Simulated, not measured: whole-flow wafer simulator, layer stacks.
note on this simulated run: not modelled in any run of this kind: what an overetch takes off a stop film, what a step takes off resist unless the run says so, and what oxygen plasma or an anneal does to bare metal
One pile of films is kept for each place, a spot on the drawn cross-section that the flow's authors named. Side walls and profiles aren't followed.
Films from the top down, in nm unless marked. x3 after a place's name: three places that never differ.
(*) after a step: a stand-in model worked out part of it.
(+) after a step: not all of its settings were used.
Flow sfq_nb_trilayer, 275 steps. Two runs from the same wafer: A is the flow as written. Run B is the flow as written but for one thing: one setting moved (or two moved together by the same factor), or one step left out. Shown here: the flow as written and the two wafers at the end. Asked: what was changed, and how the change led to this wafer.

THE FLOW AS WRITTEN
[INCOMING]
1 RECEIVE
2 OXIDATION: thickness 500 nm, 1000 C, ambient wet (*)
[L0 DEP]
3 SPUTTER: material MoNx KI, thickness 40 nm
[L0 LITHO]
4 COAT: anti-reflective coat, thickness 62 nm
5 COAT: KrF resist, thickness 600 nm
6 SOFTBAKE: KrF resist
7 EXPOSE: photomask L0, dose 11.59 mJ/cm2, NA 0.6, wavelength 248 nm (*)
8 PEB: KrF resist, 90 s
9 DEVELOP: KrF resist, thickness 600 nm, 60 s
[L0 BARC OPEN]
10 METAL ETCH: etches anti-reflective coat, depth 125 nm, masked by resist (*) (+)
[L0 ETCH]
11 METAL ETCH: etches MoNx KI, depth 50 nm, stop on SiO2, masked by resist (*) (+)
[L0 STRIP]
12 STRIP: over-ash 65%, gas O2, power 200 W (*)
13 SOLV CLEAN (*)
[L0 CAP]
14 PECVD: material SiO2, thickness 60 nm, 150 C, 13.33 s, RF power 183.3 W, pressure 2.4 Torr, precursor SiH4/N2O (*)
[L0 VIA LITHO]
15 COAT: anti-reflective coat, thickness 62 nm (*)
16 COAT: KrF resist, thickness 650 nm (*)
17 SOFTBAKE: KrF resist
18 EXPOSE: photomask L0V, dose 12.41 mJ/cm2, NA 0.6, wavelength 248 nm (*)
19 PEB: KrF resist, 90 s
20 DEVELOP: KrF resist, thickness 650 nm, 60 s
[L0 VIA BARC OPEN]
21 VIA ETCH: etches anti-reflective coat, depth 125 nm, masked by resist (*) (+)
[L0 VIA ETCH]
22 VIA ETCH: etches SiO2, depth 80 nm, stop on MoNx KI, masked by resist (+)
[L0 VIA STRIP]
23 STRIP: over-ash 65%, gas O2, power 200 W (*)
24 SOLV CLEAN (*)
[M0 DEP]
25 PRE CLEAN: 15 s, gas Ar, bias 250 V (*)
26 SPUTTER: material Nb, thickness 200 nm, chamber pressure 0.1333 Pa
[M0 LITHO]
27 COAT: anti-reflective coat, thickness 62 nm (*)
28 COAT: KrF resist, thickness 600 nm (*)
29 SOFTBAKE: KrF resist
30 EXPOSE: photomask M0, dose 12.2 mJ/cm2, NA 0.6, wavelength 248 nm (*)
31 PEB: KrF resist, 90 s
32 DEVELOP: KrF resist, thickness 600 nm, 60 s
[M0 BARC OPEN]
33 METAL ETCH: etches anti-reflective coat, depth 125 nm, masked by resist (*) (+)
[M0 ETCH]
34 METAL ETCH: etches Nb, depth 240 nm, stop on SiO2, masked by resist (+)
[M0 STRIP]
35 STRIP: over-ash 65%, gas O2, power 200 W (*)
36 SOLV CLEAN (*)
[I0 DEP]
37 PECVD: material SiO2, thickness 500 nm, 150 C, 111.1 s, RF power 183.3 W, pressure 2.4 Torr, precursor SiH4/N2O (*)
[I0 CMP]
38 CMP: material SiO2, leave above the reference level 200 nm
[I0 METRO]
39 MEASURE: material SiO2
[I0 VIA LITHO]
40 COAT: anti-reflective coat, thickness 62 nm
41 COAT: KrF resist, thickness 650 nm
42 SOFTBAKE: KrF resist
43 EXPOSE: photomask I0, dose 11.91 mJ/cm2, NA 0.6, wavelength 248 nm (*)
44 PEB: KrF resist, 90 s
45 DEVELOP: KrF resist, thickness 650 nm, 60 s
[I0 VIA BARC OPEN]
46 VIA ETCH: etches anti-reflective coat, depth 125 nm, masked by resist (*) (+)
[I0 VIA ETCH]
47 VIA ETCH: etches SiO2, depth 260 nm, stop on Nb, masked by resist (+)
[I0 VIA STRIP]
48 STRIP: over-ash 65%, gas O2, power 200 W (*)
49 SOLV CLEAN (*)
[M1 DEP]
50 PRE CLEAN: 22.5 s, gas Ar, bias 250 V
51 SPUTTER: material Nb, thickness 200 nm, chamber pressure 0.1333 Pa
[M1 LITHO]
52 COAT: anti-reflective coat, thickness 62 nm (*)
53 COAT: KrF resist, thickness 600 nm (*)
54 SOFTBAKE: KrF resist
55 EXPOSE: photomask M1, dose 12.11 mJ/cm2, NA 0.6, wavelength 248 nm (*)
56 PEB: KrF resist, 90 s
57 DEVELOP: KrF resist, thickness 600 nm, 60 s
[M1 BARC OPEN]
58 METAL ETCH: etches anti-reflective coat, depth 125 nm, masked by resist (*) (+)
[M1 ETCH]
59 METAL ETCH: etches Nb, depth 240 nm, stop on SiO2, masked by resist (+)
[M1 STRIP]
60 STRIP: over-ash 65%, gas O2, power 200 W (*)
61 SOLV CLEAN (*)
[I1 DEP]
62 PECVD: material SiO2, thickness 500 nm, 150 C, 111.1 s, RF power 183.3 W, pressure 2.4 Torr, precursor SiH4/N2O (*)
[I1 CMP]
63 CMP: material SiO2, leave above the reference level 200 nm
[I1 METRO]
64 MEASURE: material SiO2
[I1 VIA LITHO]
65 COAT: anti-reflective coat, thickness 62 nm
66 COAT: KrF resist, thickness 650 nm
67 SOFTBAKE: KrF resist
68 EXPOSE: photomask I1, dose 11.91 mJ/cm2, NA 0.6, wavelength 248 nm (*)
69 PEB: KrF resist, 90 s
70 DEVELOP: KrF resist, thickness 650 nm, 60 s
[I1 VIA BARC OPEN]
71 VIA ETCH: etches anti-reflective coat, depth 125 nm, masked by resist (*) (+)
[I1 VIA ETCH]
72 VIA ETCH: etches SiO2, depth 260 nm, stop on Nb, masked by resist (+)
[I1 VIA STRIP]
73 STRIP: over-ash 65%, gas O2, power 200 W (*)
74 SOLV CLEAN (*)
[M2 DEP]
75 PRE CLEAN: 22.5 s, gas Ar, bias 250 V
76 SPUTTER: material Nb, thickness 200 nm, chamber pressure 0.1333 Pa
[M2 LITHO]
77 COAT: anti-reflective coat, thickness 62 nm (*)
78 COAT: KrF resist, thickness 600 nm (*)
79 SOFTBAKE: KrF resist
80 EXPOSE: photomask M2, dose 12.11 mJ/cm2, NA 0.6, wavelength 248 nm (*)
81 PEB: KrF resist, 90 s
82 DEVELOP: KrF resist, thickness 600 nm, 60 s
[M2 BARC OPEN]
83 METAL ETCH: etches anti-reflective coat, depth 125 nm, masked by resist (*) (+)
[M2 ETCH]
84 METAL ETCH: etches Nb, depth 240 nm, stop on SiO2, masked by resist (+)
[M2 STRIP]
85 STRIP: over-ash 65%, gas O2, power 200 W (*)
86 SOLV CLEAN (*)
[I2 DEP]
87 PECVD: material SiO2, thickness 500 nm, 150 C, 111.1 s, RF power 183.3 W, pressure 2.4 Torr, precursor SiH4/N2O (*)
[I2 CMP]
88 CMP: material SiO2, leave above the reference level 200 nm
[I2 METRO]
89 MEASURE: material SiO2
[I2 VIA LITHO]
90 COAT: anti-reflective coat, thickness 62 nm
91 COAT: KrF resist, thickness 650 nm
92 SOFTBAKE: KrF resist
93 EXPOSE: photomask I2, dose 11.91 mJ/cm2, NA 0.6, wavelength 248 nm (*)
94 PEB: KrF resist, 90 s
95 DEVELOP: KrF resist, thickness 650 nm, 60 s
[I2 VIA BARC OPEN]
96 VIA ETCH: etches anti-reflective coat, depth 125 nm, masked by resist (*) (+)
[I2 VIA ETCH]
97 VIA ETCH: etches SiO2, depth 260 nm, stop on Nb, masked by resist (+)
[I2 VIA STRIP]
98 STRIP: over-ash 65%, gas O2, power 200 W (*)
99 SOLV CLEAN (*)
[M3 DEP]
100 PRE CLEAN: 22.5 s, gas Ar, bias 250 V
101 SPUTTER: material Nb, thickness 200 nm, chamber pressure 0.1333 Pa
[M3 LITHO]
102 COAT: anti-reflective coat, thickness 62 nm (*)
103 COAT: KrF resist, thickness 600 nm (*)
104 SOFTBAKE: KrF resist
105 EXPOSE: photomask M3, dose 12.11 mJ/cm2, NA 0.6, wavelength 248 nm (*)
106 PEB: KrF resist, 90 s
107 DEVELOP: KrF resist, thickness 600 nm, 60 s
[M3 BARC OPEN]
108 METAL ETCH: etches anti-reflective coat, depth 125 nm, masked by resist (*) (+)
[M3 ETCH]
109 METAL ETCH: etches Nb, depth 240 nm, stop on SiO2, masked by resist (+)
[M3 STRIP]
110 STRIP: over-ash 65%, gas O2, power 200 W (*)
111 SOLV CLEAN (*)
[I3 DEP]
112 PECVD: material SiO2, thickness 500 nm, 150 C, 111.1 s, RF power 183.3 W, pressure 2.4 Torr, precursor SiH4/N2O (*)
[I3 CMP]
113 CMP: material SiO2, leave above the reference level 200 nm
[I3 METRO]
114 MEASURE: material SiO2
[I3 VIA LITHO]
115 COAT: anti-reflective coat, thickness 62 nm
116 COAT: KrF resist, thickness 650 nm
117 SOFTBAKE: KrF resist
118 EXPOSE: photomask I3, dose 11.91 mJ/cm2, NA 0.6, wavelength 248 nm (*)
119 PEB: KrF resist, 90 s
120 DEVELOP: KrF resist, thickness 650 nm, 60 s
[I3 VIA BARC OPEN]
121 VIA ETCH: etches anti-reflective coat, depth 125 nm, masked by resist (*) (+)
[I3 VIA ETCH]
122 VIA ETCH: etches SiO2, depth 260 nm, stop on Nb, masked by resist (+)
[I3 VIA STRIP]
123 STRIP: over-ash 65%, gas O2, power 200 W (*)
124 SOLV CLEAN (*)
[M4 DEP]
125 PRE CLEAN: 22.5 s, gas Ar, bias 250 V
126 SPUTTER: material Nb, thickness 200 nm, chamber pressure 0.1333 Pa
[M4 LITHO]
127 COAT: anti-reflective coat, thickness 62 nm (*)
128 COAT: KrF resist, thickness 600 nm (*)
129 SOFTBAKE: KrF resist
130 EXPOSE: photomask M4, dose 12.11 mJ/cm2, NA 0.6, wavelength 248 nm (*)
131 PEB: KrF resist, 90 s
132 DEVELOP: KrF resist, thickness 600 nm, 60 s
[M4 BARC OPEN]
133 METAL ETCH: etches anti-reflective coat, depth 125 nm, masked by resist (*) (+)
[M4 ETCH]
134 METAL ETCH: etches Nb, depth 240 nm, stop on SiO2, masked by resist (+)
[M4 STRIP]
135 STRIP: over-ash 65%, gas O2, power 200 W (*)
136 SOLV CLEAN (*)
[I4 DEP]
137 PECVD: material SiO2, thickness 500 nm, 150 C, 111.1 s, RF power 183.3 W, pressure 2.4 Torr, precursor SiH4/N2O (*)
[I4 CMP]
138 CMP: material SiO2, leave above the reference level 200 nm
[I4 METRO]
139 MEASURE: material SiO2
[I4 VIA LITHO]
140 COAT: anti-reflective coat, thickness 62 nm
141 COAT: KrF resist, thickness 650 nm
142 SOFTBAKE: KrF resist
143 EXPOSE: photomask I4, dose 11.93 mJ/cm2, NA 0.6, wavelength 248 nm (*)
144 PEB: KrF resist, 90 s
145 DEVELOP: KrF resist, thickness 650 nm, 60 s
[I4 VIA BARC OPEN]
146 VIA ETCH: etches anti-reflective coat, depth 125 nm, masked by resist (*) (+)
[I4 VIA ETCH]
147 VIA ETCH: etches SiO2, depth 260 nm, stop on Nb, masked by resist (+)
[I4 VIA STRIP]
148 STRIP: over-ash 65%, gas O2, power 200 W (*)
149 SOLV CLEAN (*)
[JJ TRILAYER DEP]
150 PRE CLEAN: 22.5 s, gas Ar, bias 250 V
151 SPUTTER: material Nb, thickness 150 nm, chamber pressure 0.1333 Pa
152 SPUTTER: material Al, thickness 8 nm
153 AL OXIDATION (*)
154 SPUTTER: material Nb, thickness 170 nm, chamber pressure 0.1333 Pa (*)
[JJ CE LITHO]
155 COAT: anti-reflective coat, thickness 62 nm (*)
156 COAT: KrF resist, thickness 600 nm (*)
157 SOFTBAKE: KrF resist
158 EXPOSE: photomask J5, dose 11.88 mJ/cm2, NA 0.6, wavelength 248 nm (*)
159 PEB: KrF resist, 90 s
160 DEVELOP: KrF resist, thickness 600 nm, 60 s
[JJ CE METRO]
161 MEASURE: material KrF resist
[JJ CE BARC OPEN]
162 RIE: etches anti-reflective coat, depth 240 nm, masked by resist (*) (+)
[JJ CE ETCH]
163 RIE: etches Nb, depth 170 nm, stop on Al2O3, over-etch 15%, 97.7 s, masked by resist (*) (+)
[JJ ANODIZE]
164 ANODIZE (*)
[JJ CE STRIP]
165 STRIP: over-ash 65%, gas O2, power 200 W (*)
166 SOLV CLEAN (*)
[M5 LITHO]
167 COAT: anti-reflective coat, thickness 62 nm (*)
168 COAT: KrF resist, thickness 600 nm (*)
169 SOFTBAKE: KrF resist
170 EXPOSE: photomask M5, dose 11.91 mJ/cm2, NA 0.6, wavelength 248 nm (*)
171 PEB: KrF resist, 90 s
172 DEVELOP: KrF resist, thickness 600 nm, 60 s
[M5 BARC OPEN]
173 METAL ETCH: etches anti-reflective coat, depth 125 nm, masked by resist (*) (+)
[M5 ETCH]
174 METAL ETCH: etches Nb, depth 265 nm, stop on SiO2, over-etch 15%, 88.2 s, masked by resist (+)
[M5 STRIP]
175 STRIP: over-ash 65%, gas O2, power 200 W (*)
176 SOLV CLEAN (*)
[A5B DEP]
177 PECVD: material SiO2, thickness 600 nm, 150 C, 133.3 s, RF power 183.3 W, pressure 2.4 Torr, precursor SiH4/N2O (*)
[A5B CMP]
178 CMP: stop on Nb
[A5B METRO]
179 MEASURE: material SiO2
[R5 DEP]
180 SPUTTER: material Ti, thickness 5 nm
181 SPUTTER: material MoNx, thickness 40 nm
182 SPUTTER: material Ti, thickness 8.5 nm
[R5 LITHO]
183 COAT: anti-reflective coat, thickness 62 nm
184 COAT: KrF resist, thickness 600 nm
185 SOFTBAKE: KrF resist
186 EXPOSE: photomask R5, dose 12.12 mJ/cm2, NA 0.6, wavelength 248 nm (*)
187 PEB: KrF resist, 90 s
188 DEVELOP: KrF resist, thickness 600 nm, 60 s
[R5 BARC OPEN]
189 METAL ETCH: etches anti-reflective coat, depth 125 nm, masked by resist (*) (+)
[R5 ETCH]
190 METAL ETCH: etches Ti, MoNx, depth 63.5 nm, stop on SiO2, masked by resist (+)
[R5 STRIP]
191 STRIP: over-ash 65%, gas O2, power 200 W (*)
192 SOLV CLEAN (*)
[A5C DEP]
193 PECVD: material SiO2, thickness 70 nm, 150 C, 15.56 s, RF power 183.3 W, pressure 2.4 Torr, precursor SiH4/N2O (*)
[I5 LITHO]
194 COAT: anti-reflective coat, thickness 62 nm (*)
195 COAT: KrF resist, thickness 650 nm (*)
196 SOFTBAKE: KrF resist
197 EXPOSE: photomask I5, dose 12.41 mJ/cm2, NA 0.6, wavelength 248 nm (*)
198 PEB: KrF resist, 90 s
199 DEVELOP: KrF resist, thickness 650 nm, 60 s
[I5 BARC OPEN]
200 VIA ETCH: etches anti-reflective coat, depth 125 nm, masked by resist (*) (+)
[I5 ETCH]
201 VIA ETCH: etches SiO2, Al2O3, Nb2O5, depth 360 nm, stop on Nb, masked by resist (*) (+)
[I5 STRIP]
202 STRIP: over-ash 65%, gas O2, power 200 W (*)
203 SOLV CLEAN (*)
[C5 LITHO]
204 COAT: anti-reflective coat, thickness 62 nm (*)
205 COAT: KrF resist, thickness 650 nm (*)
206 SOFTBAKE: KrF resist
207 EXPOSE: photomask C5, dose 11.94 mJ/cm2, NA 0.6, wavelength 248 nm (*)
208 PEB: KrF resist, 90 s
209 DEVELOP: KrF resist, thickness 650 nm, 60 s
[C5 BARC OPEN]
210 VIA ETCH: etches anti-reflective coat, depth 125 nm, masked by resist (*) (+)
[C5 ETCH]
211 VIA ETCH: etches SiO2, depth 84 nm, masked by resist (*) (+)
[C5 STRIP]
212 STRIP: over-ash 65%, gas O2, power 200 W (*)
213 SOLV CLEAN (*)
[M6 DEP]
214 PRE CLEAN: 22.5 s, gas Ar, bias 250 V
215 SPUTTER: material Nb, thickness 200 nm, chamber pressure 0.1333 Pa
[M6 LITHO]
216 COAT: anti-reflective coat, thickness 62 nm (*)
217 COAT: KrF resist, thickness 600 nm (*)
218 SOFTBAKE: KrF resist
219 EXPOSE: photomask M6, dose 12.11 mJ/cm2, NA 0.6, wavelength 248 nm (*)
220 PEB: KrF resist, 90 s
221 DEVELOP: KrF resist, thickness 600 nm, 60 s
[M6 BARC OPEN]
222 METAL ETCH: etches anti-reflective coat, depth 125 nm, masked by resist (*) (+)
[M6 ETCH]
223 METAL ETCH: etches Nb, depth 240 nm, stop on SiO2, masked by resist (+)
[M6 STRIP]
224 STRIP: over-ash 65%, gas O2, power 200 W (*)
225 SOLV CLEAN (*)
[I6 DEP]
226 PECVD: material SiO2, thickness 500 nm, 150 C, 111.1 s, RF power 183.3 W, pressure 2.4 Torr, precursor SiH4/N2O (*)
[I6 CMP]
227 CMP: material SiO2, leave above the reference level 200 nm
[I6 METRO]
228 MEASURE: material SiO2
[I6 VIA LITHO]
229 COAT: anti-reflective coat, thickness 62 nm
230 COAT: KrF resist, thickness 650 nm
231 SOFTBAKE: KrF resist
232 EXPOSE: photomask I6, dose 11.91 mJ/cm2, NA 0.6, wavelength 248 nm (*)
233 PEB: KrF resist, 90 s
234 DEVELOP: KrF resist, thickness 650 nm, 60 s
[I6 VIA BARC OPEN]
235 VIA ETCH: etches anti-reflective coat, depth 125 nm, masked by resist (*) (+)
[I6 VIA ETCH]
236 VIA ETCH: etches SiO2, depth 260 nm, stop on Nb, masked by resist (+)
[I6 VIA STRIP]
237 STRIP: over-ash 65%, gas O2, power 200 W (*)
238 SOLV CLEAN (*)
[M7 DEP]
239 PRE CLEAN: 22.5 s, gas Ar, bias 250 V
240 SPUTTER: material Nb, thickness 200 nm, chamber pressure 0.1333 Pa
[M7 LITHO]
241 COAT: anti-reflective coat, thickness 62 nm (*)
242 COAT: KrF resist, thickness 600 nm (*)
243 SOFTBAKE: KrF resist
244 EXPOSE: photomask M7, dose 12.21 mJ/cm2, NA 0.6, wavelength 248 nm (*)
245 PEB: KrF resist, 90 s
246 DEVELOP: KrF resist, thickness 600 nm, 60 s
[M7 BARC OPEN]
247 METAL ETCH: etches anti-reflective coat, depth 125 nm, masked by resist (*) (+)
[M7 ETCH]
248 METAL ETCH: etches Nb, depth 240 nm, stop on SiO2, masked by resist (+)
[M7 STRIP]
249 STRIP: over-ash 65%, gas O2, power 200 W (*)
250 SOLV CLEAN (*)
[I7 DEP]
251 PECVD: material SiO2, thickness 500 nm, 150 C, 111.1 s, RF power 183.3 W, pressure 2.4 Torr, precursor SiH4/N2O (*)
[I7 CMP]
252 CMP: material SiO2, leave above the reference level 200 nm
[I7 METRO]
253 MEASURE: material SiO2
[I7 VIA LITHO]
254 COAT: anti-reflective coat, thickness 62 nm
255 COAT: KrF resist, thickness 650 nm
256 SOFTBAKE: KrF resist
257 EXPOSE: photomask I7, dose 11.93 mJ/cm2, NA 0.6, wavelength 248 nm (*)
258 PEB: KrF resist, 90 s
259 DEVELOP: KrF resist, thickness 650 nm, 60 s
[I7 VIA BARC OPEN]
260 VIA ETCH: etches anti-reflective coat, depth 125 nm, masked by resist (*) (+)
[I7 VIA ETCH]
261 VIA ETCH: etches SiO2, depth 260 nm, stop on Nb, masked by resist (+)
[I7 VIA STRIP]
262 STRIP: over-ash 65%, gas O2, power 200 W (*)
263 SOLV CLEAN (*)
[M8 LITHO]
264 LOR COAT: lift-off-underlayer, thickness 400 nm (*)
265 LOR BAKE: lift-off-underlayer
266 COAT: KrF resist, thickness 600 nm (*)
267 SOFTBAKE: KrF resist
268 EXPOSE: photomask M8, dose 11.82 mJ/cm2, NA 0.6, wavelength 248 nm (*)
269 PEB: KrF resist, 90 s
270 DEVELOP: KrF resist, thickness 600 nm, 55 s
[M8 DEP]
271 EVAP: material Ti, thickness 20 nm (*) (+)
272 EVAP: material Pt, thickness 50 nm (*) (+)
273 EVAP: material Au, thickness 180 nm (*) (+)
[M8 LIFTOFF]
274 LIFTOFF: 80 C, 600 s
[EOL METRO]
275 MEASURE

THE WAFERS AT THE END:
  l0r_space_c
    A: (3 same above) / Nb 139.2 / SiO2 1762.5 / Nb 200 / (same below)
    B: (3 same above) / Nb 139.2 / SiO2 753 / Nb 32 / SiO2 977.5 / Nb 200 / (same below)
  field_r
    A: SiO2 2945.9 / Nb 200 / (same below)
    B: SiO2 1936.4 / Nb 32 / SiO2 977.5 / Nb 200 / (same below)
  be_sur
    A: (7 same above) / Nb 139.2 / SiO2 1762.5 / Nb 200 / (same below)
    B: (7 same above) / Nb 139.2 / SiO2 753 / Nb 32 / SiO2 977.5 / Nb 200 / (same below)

The cause: step 109, METAL ETCH: depth 168 nm was run, where the flow has depth 240 nm.

How the change led to this, step by step:
  109 METAL ETCH: etches Nb, depth 240 nm, stop on SiO2, masked by resist (+)
      field_l, be, be_sur and 72 more: A Nb -200 (all of it) | B Nb -168
      v_sur, via_wl, via_w and 28 more: A KrF resist -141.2 | B KrF resist -98.8
  110 STRIP: over-ash 65%, gas O2, power 200 W (*)
      p4_w1 x9, wl_j_sl, wl_jj and 13 more: A KrF resist -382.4 (all of it), anti-reflective coat -62 (all of it) | B KrF resist -424.7 (all of it), anti-reflective coat -62 (all of it)
      via_wl, via_wr: A KrF resist -384.2 (all of it), anti-reflective coat -34.2 (all of it) | B KrF resist -426.6 (all of it), anti-reflective coat -34.2 (all of it)
      (and at 5 more places)
  112 PECVD: material SiO2, thickness 500 nm, 150 C, 111.1 s, RF power 183.3 W, pressure 2.4 Torr, precursor SiH4/N2O (*)
      field_l, be, be_sur and 64 more: A SiO2 +500 | B SiO2 +500 (new film)
      p4_g1 x2, p3_s0 x6: A SiO2 +557.1 | B SiO2 +525.1 (new film)
  113 CMP: material SiO2, leave above the reference level 200 nm
      field_l, be, be_sur and 64 more: A SiO2 -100 | B SiO2 -132
Counting metal films that touch as one body, l0r_space_c has 3 bodies (between them, from the top down: SiO2 753; SiO2 977.5); the flow as written gives 2 bodies (between them, from the top down: SiO2 1762.5).
Counting metal films that touch as one body, field_r has 2 bodies (between them, from the top down: SiO2 977.5); the flow as written gives 1 body.
Counting metal films that touch as one body, be_sur has 5 bodies (between them, from the top down: SiO2 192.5; SiO2 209 / Al2O3 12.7 / Nb2O5 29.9; SiO2 753; SiO2 977.5); the flow as written gives 4 bodies (between them, from the top down: SiO2 192.5; SiO2 209 / Al2O3 12.7 / Nb2O5 29.9; SiO2 1762.5).
